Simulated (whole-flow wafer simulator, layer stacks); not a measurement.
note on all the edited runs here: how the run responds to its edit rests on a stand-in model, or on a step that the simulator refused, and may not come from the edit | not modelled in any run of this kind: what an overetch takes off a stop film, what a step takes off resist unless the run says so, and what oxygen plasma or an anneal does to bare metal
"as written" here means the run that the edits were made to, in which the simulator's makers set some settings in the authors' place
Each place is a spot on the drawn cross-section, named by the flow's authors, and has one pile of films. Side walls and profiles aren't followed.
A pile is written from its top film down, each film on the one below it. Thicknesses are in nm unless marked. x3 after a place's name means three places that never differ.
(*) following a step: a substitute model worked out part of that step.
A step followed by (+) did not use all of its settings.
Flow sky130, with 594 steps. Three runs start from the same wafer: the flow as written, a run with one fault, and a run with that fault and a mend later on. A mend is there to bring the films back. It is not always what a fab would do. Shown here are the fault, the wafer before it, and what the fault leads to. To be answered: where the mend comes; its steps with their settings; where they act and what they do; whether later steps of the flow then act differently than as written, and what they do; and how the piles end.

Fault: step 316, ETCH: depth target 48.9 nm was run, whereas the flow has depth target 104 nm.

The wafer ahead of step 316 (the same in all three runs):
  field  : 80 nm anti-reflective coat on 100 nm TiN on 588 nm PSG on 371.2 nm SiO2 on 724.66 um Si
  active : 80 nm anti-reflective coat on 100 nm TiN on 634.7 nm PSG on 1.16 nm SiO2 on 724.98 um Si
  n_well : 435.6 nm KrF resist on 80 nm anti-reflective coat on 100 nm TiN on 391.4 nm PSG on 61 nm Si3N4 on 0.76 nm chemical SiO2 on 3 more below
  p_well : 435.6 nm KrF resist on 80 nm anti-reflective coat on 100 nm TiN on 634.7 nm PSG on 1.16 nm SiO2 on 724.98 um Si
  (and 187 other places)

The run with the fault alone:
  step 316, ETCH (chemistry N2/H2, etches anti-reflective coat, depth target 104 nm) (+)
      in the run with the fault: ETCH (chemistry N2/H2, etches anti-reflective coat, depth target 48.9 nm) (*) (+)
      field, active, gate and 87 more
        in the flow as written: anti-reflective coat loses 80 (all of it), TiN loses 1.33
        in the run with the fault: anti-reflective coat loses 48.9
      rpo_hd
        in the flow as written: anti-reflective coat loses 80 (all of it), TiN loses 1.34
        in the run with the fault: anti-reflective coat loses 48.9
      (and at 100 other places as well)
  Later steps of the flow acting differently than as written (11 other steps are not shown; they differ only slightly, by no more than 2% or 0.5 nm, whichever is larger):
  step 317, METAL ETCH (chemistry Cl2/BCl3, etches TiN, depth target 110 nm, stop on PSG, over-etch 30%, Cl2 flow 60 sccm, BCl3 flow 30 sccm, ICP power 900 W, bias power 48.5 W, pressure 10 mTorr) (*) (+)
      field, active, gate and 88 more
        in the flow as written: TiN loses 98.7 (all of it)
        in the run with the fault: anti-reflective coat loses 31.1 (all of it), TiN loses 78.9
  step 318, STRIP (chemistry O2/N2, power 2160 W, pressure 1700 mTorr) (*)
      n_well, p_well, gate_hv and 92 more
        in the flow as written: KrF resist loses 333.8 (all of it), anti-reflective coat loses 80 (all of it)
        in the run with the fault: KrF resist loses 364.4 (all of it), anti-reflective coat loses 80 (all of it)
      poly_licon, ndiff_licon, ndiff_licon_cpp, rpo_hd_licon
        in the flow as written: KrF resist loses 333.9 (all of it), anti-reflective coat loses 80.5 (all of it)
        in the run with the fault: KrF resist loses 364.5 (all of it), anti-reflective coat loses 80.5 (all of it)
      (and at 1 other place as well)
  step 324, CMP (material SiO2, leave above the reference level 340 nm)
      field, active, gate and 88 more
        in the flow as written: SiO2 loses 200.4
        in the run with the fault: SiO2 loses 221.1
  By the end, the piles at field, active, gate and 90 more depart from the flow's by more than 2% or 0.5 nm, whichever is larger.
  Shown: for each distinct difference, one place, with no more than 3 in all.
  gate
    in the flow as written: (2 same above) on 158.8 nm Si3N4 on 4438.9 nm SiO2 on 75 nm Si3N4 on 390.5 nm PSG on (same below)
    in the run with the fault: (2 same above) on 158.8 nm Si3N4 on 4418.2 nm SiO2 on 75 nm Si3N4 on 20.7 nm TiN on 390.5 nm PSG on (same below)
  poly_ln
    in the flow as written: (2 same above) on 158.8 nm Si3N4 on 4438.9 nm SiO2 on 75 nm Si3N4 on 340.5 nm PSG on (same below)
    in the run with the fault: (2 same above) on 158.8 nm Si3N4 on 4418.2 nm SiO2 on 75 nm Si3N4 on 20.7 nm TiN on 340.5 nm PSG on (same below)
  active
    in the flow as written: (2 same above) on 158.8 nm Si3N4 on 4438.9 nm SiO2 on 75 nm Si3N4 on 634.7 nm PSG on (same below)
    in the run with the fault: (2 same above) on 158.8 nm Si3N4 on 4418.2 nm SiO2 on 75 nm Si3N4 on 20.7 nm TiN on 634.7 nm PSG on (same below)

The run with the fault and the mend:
  The mend stands after step 316.
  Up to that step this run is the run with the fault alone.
  step 316a, ETCH (chemistry N2/H2, etches anti-reflective coat, depth target 55.1 nm) (*) (+) (a further turn of the flow's step 316, with different settings)
      n_well, p_well, gate_hv and 97 more
        KrF resist loses 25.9
      field, active, gate and 84 more
        anti-reflective coat loses 31.1 (all of it), TiN loses 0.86
      rpo_hd, rpm_encl, rpm_encl_psd, iso_guard_nsd_tip
        anti-reflective coat loses 31.1 (all of it), TiN loses 0.87
  Every later step of the flow that is run acts as written, at every place that is followed, to within 2% or 0.5 nm, whichever is larger.
  At every place that both follow, the piles at the end match the flow's.
